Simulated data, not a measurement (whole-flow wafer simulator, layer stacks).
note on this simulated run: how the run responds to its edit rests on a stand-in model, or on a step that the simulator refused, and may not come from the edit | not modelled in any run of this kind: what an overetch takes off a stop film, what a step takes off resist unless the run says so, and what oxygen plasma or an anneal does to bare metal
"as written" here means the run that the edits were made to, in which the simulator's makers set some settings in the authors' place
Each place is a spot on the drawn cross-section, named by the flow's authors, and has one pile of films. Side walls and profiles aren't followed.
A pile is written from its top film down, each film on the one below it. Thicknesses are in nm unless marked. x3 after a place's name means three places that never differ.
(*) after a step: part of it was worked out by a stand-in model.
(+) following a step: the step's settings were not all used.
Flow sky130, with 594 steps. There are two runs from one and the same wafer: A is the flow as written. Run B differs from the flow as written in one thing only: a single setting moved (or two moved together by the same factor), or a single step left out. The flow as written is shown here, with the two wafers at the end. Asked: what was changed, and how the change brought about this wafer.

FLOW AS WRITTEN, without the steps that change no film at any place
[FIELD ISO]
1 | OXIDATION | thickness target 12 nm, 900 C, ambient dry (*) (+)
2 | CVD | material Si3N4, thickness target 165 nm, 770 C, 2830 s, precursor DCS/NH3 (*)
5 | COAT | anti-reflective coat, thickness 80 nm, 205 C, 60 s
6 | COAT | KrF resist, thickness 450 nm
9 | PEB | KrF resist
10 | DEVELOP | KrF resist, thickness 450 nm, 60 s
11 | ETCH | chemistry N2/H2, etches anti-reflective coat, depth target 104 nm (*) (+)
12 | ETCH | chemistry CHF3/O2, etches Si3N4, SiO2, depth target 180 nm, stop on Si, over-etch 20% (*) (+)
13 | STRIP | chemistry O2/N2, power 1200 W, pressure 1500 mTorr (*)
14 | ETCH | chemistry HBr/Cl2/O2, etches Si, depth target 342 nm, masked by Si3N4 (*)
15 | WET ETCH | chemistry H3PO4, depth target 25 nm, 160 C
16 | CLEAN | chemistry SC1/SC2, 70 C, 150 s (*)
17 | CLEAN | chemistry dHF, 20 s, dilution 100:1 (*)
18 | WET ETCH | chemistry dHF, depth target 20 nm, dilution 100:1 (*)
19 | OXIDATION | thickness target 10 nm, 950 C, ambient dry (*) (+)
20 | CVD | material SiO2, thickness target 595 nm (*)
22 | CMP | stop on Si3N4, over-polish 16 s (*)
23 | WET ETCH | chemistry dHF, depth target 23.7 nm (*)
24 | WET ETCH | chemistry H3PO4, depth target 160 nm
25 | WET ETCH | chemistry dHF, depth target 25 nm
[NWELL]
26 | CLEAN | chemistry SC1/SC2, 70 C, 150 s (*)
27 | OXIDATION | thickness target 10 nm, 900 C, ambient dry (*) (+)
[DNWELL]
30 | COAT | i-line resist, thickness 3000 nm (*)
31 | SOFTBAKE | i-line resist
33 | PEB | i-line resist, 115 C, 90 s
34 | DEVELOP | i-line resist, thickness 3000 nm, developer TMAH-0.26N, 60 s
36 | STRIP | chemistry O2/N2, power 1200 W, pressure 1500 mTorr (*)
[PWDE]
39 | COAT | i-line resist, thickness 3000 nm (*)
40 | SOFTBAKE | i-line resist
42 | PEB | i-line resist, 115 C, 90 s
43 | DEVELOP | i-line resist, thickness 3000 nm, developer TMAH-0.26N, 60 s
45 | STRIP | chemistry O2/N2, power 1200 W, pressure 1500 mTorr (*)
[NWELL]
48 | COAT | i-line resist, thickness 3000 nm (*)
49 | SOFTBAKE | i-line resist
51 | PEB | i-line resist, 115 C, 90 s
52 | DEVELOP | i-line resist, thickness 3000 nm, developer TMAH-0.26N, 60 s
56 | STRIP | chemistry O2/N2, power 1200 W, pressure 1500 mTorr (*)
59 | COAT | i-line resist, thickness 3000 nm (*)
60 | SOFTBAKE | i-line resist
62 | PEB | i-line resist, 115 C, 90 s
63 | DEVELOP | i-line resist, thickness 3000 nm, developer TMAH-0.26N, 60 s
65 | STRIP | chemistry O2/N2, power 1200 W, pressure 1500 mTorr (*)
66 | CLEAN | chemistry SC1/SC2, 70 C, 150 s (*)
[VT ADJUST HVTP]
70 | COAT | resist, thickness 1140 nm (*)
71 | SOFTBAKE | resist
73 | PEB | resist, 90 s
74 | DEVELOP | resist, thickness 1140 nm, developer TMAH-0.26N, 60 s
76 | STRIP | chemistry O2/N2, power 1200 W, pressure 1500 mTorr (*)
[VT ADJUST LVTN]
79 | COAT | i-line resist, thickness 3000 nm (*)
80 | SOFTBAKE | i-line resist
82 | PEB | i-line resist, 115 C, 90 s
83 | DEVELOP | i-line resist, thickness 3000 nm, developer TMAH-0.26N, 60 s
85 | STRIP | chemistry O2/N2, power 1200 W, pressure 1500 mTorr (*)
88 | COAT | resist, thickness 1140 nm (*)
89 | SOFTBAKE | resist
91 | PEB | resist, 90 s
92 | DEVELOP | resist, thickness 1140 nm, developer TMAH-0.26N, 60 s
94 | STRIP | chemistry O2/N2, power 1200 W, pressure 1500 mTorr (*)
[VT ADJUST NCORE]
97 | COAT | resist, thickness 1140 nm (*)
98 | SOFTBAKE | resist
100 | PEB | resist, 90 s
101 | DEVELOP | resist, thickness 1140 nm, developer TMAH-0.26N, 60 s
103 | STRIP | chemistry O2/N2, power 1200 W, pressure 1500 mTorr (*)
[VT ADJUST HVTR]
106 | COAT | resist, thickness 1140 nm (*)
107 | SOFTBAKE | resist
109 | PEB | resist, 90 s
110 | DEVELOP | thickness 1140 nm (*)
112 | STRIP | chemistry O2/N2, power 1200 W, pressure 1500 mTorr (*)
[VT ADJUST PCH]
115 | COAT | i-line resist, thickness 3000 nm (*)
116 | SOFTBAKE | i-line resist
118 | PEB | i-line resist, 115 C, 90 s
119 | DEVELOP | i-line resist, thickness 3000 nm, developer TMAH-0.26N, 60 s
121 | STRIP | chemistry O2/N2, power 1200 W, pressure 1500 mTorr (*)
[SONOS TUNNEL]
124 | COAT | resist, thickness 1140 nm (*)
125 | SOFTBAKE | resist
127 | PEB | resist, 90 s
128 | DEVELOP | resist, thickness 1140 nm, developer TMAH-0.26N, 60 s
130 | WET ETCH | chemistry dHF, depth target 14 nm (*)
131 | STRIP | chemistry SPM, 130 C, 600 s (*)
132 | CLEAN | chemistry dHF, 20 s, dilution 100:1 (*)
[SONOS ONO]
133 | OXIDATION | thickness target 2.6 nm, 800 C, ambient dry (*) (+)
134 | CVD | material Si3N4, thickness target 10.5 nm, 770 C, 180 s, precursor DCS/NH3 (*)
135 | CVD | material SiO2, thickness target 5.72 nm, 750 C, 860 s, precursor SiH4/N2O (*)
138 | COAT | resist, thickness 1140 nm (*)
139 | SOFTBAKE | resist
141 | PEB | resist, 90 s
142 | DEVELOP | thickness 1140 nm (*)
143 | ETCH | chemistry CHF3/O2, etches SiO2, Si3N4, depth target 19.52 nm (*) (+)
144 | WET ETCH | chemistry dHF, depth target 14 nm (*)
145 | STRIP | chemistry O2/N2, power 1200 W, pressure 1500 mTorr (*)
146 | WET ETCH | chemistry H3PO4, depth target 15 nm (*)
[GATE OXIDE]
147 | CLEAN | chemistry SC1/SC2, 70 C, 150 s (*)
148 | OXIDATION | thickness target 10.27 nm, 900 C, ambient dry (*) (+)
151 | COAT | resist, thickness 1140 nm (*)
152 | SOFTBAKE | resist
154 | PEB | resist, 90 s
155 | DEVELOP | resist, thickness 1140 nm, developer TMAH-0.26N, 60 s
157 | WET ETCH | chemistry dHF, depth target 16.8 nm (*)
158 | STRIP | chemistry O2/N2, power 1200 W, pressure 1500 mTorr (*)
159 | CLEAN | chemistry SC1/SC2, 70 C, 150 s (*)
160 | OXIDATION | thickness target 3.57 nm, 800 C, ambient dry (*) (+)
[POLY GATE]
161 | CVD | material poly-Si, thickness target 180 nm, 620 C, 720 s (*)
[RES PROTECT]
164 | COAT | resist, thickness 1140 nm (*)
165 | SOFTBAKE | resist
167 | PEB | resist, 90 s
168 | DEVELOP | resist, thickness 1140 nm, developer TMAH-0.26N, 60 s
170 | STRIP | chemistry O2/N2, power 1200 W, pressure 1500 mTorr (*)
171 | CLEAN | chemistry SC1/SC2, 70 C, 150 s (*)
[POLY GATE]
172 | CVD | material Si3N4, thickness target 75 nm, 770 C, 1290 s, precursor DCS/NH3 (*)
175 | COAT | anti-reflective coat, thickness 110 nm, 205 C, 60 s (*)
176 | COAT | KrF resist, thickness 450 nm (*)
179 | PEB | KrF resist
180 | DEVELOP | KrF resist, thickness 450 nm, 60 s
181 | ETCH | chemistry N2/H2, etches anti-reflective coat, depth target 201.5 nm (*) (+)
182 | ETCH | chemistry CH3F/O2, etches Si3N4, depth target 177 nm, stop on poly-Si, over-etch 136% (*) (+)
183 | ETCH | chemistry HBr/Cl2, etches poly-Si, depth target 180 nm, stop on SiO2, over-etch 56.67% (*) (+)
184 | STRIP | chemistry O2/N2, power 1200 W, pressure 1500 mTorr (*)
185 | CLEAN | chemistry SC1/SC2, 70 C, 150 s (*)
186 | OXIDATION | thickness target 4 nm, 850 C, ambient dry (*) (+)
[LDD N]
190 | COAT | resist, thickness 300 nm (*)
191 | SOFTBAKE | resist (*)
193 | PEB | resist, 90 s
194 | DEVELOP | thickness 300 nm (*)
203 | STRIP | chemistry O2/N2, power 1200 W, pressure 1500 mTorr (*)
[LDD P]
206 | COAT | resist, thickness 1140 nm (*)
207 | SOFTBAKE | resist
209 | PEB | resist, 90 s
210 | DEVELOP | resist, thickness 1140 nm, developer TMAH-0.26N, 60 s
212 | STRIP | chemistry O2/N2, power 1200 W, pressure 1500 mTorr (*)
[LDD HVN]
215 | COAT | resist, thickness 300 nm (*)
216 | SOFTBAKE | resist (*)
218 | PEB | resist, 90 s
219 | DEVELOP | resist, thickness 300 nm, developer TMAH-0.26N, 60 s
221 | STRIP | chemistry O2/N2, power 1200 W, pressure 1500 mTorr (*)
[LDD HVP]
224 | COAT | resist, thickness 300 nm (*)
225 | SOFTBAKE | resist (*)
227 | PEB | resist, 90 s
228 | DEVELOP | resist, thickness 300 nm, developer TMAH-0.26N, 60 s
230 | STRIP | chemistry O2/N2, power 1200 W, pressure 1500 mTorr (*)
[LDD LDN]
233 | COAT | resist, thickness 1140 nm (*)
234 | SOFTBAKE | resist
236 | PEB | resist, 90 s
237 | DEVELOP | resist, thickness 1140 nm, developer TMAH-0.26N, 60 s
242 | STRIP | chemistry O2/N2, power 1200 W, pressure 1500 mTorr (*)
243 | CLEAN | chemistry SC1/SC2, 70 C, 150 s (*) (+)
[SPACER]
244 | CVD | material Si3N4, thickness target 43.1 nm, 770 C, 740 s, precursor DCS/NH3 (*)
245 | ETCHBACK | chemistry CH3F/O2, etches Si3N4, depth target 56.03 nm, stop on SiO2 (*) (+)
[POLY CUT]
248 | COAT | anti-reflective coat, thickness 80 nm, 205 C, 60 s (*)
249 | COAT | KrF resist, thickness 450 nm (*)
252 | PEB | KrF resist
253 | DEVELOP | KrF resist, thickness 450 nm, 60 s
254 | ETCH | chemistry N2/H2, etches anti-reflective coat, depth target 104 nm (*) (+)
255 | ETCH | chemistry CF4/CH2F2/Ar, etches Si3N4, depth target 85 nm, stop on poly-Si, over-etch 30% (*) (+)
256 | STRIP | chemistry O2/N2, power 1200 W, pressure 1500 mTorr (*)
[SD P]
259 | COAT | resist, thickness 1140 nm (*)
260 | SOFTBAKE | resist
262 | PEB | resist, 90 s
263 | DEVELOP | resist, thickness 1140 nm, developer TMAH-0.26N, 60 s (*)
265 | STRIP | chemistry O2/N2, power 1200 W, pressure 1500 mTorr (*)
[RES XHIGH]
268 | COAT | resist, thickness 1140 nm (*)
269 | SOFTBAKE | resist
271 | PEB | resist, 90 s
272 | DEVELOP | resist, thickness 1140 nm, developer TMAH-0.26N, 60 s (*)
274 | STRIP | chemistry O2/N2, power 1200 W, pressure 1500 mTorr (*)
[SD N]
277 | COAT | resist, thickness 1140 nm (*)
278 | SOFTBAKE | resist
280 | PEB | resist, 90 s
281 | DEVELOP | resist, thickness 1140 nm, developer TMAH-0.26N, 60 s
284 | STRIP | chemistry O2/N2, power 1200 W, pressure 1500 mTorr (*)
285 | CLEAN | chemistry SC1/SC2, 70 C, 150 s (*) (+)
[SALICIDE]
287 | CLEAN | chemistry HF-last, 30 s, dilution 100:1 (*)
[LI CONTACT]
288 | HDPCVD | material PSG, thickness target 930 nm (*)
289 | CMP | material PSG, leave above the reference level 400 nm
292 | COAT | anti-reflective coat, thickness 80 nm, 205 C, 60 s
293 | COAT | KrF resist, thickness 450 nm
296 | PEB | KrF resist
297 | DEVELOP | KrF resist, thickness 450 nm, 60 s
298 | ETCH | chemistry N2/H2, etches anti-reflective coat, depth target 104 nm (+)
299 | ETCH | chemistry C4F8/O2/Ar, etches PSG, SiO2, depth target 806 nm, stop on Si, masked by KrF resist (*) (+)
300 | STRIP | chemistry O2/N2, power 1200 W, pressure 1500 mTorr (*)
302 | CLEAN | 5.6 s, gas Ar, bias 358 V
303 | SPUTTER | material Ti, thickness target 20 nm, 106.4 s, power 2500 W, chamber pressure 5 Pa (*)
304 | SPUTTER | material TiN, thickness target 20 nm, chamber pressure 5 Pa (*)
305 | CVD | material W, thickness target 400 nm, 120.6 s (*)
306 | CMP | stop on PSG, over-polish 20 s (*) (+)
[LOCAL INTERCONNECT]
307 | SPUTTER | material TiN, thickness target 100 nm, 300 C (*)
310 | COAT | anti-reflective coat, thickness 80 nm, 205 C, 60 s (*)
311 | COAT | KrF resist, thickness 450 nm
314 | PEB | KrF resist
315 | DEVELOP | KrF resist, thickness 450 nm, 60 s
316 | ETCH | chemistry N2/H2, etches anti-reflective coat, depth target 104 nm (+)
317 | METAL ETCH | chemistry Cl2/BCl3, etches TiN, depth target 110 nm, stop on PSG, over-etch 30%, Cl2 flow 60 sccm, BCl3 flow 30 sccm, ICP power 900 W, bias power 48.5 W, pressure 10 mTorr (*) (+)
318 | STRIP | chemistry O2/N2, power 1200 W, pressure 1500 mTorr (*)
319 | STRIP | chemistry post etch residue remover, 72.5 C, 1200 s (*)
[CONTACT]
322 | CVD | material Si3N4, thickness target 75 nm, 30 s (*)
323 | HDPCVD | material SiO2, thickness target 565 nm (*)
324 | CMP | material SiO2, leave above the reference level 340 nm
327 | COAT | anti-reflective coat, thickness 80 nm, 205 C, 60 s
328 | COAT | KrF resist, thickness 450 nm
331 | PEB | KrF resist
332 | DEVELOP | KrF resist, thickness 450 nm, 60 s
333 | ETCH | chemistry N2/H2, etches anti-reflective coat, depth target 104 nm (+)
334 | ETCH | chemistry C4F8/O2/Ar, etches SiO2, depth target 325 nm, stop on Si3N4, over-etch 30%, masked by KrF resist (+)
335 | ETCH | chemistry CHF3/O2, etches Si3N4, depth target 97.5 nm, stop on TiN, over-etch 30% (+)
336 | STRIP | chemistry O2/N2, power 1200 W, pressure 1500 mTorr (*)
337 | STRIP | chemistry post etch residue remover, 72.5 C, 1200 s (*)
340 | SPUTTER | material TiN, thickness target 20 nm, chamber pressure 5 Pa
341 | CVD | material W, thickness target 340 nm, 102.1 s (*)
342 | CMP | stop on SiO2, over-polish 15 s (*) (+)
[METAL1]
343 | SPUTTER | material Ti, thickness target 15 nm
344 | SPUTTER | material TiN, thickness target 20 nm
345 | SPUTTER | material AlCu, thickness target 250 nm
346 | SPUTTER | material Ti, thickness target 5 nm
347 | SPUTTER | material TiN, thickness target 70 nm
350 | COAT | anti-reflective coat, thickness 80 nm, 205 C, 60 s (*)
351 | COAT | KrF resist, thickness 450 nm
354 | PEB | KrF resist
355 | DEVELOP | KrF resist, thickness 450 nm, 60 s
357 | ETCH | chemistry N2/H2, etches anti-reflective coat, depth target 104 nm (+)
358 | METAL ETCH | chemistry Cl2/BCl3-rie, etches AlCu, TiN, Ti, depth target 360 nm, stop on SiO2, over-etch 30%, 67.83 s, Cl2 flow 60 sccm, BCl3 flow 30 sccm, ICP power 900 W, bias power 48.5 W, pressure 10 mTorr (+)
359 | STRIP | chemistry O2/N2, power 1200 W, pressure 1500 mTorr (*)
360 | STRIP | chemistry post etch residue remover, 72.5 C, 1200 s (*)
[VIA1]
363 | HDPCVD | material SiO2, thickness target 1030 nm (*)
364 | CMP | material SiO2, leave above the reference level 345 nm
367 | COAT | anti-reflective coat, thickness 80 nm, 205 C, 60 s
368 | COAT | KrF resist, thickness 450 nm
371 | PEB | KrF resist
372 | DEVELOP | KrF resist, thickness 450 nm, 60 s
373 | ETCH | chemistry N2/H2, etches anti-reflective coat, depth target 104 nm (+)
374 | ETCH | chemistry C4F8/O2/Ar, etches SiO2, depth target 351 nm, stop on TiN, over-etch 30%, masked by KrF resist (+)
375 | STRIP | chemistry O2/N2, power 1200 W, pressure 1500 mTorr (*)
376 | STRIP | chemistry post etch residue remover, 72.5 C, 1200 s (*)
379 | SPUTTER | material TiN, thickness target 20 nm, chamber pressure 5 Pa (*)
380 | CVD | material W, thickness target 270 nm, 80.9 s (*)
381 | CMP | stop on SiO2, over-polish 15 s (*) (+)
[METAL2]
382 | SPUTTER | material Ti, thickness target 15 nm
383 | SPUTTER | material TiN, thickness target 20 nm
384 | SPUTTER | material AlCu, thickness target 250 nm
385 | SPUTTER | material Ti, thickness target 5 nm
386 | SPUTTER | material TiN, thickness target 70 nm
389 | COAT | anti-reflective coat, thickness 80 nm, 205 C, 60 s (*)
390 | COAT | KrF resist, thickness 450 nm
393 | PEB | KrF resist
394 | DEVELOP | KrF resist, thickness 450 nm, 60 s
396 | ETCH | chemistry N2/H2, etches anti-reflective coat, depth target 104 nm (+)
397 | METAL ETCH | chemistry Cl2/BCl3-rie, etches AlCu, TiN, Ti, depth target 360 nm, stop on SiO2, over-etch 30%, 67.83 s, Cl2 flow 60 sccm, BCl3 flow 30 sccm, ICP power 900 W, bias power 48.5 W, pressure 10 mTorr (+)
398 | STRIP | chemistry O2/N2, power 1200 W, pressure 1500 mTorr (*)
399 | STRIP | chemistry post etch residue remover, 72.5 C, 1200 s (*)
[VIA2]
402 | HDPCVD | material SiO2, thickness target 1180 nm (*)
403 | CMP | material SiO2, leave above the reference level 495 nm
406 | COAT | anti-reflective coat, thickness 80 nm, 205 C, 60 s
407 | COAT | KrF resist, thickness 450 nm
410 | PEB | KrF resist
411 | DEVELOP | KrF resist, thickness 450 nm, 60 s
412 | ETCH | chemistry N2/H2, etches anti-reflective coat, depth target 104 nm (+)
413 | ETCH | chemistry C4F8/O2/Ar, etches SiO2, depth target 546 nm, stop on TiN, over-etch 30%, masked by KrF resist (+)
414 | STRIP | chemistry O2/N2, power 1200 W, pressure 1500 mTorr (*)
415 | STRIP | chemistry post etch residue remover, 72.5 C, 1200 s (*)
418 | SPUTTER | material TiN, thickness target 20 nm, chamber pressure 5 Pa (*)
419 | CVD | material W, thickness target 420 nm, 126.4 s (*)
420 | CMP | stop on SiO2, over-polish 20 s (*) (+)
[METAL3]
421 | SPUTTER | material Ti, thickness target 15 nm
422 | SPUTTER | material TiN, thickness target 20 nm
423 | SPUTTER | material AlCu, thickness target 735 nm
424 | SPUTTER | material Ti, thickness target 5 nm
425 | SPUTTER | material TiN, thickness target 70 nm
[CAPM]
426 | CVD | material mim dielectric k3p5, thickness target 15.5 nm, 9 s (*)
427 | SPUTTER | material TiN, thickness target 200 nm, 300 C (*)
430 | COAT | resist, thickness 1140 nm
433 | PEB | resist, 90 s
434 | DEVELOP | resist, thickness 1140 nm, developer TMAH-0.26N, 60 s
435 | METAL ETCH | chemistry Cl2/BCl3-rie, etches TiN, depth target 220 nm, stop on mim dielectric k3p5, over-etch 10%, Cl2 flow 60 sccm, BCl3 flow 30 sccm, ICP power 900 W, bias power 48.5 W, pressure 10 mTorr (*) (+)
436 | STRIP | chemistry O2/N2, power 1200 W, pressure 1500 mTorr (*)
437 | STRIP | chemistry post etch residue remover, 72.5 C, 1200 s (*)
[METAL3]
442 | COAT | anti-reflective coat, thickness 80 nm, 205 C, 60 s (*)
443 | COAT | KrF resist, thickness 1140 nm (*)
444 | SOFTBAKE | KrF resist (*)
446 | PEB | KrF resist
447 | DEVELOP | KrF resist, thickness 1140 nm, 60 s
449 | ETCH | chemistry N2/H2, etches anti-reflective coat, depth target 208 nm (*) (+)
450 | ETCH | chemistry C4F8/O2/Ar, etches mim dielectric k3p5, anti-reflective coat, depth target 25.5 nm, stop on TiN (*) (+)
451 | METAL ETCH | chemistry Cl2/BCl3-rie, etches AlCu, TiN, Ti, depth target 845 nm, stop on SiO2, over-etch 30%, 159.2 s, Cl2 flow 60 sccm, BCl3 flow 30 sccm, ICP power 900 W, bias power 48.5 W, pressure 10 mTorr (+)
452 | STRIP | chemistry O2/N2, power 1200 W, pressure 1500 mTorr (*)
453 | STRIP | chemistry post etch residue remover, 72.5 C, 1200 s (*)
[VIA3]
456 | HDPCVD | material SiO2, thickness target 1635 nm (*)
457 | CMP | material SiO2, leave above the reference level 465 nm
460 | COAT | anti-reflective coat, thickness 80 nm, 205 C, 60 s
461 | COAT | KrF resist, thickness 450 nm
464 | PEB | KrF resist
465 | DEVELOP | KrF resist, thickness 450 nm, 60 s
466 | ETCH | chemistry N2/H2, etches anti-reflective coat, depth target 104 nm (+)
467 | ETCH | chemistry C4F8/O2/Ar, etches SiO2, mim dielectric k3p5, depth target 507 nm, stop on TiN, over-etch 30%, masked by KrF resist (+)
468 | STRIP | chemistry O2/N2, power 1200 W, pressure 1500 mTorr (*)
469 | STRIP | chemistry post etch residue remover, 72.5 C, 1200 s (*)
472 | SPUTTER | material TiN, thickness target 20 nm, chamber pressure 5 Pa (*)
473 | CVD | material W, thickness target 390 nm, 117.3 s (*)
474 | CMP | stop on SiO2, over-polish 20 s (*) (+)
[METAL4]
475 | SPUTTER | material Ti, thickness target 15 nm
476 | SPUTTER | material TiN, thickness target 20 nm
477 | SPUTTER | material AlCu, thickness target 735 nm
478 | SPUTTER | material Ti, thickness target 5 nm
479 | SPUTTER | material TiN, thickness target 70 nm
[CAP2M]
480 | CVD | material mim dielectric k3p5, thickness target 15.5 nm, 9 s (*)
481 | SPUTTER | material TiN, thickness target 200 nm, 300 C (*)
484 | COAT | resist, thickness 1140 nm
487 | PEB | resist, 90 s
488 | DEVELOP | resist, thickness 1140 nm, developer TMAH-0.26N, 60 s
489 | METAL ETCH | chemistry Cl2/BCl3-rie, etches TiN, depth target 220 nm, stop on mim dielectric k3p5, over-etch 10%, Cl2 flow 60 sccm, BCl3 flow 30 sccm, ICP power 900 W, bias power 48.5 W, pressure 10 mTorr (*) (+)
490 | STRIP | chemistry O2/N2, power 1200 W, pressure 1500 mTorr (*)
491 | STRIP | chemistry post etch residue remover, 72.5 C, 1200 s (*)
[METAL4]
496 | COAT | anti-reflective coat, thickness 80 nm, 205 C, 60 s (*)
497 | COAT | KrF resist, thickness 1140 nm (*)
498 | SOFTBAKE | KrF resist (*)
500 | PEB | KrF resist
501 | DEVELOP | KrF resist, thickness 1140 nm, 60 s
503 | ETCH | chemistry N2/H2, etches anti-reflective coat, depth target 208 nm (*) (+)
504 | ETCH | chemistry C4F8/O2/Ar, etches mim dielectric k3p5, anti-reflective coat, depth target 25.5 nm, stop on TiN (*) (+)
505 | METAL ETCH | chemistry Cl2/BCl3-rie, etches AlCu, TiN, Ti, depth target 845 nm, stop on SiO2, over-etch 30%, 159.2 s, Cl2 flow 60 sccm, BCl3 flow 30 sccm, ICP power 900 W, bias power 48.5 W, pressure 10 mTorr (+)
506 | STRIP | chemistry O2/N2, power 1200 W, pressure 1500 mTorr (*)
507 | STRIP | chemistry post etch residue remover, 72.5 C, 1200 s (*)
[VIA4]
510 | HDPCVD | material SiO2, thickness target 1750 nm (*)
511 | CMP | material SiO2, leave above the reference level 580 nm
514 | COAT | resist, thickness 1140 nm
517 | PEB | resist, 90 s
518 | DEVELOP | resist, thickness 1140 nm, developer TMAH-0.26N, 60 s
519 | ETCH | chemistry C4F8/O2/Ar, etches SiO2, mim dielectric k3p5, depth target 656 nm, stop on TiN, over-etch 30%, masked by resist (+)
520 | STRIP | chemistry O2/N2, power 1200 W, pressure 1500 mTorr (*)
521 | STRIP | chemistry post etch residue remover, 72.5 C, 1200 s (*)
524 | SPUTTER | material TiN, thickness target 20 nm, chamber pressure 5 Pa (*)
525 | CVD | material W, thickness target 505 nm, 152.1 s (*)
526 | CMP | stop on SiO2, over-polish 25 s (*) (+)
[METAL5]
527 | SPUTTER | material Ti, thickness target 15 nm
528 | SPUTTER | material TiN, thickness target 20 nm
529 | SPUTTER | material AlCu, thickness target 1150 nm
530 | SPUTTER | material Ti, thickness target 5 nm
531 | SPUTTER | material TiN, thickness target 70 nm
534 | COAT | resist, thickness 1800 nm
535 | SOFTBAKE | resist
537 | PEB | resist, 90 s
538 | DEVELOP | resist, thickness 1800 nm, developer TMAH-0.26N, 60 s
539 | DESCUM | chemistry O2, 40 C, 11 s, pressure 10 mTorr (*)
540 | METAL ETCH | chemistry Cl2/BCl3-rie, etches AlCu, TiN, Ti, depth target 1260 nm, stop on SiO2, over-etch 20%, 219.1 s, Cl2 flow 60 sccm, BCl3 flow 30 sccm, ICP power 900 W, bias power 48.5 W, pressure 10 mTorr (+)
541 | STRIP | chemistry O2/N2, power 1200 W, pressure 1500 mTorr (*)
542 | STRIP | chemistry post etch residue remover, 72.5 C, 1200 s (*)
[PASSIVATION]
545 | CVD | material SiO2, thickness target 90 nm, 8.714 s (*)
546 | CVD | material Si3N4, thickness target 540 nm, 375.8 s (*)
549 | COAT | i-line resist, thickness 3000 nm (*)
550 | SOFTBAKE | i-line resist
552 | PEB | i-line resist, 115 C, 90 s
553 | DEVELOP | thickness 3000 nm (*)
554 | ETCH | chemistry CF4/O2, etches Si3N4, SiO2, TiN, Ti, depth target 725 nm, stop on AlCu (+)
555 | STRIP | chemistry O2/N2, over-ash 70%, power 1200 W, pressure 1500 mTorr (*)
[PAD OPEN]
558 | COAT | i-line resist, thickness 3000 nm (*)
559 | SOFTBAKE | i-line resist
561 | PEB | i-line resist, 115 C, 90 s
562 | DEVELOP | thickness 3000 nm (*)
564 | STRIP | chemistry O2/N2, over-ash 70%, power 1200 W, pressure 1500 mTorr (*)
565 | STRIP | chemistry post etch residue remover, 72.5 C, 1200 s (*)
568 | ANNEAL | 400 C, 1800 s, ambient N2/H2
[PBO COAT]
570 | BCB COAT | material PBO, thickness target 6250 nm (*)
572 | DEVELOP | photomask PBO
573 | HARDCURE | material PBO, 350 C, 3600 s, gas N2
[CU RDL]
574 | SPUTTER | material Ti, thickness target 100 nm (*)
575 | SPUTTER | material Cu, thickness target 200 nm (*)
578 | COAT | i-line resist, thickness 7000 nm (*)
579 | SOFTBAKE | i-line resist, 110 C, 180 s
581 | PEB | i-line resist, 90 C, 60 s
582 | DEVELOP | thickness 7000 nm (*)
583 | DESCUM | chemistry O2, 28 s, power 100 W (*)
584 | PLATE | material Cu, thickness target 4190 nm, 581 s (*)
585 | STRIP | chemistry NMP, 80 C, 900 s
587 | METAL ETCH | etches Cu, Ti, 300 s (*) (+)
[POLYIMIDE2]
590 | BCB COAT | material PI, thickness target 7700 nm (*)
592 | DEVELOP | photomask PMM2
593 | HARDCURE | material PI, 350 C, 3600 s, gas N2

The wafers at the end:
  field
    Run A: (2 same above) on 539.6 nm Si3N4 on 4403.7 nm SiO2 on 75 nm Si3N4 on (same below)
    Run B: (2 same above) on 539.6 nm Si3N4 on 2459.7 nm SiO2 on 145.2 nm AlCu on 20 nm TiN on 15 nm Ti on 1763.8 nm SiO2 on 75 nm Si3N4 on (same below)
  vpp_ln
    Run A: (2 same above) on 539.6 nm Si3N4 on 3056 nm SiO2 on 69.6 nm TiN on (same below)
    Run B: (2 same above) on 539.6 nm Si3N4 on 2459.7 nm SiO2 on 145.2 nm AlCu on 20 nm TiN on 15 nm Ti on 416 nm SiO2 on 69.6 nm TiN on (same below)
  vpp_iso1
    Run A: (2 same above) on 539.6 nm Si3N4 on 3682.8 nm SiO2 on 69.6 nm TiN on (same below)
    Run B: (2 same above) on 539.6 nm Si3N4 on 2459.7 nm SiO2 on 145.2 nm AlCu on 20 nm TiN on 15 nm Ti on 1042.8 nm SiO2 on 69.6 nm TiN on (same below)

The reason: step 451, METAL ETCH: depth target 507 nm was run, whereas the flow has depth target 845 nm.

The path from the change to this, step by step:
  451 | METAL ETCH | chemistry Cl2/BCl3-rie, etches AlCu, TiN, Ti, depth target 845 nm, stop on SiO2, over-etch 30%, 159.2 s, Cl2 flow 60 sccm, BCl3 flow 30 sccm, ICP power 900 W, bias power 48.5 W, pressure 10 mTorr (+)
      field, active, gate and 69 more: A TiN loses 70 (all of it), Ti loses 5 (all of it), AlCu loses 735 (all of it), TiN loses 20 (all of it), Ti loses 15 (all of it), SiO2 loses 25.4 | B TiN loses 70 (all of it), Ti loses 5 (all of it), AlCu loses 584.1
      vpp_ln, vpp_iso2, ndiff_ln and 10 more: A TiN loses 70 (all of it), Ti loses 5 (all of it), AlCu loses 735 (all of it), TiN loses 20 (all of it), Ti loses 15 (all of it), SiO2 loses 25.3 | B TiN loses 70 (all of it), Ti loses 5 (all of it), AlCu loses 584.1
      (and at 107 other places as well)
  452 | STRIP | chemistry O2/N2, power 1200 W, pressure 1500 mTorr (*)
      n_well, p_well, gate_hv and 80 more: A KrF resist loses 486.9 (all of it), anti-reflective coat loses 80 (all of it) | B KrF resist loses 706.6 (all of it), anti-reflective coat loses 80 (all of it)
      m1, via2_hole: A KrF resist loses 487 (all of it), anti-reflective coat loses 80.5 (all of it) | B KrF resist loses 706.7 (all of it), anti-reflective coat loses 80.5 (all of it)
      (and at 22 other places as well)
  453 | STRIP | chemistry post etch residue remover, 72.5 C, 1200 s (*)
      field, active, gate and 82 more: A nothing | B AlCu loses 5.72
  456 | HDPCVD | material SiO2, thickness target 1635 nm (*)
      field, active, gate and 82 more: A SiO2 gains 1635 | B SiO2 gains 1635 (new film)
  457 | CMP | material SiO2, leave above the reference level 465 nm
      field, active, gate and 82 more: A SiO2 loses 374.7 | B SiO2 loses 580.2
Taking metal films that touch as one body, field has 1 body; the flow as written gives 0 bodies.
Taking metal films that touch as one body, vpp_ln has 3 bodies (between them, from the top down: SiO2 416; SiO2 267.2); the flow as written gives 2 bodies (between them, from the top down: SiO2 267.2).
Taking metal films that touch as one body, vpp_iso1 has 2 bodies (between them, from the top down: SiO2 1042.8); the flow as written gives 1 body.
